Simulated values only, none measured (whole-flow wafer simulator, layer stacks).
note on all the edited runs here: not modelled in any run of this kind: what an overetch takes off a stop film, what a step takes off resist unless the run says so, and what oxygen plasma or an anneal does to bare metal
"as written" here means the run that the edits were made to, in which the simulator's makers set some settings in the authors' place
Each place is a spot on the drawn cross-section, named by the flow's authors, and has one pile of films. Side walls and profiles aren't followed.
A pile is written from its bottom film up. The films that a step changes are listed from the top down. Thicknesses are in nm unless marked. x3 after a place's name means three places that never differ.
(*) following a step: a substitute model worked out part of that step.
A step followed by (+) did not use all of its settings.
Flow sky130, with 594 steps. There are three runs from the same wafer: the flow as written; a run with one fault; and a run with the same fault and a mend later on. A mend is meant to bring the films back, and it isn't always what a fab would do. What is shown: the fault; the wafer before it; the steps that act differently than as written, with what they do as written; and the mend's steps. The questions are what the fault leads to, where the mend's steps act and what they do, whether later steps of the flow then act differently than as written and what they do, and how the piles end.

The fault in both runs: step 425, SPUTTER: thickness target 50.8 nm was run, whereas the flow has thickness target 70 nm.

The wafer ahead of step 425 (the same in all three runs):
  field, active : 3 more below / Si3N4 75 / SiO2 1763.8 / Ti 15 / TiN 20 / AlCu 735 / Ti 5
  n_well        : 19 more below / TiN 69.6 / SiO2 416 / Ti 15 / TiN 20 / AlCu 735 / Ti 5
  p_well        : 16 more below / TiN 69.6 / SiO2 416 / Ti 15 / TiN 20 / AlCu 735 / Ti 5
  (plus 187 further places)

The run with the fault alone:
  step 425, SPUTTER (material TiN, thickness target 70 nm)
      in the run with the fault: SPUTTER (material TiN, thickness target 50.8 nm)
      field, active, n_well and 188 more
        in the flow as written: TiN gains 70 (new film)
        in the run with the fault: TiN gains 50.8 (new film)
  Steps later in the flow that act otherwise than as written (not shown: 18 more steps that differ only slightly, by at most 2% or 0.5 nm, whichever is larger):
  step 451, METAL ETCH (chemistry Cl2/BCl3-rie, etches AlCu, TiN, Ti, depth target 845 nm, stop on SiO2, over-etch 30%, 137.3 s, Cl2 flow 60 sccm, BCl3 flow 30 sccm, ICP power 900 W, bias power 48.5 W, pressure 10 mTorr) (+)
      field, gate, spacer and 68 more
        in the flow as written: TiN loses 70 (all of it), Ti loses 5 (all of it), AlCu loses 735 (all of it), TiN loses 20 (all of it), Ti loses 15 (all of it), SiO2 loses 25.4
        in the run with the fault: TiN loses 50.8 (all of it), Ti loses 5 (all of it), AlCu loses 735 (all of it), TiN loses 20 (all of it), Ti loses 15 (all of it), SiO2 loses 27.3
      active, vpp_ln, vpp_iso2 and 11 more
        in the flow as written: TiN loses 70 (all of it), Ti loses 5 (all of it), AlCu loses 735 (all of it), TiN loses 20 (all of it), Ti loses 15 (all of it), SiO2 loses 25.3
        in the run with the fault: TiN loses 50.8 (all of it), Ti loses 5 (all of it), AlCu loses 735 (all of it), TiN loses 20 (all of it), Ti loses 15 (all of it), SiO2 loses 27.3
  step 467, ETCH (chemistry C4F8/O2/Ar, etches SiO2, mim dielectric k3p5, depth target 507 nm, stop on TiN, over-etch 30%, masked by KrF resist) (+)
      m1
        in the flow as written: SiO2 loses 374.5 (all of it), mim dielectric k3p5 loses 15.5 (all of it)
        in the run with the fault: SiO2 loses 393.7 (all of it), mim dielectric k3p5 loses 15.5 (all of it)
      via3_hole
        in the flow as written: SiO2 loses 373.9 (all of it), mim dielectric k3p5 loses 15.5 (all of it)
        in the run with the fault: SiO2 loses 393.1 (all of it), mim dielectric k3p5 loses 15.5 (all of it)
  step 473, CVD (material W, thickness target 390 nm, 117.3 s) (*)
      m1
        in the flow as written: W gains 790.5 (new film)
        in the run with the fault: W gains 809.9 (new film)
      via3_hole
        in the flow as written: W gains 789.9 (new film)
        in the run with the fault: W gains 809.3 (new film)
  At n_well, p_well, gate_hv and 104 more, the piles at the end differ from the flow's by more than 2% or 0.5 nm, whichever is larger.
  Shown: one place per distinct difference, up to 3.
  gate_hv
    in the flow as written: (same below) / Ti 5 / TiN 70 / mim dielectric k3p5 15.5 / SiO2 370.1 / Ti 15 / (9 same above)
    in the run with the fault: (same below) / Ti 5 / TiN 50.8 / mim dielectric k3p5 15.5 / SiO2 389.3 / Ti 15 / (9 same above)
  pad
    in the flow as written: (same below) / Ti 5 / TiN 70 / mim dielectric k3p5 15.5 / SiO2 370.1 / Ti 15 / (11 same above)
    in the run with the fault: (same below) / Ti 5 / TiN 50.8 / mim dielectric k3p5 15.5 / SiO2 389.3 / Ti 15 / (11 same above)
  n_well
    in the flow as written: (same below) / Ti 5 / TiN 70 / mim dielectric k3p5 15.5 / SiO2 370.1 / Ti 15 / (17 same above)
    in the run with the fault: (same below) / Ti 5 / TiN 50.8 / mim dielectric k3p5 15.5 / SiO2 389.3 / Ti 15 / (17 same above)

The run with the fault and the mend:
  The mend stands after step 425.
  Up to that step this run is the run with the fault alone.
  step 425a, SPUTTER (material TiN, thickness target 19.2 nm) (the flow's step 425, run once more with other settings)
      field, active, n_well and 188 more
        TiN gains 19.2
  None of the later steps of the flow acts differently than as written at any place that is followed.
  The piles end the same as the flow's at every place that both follow.
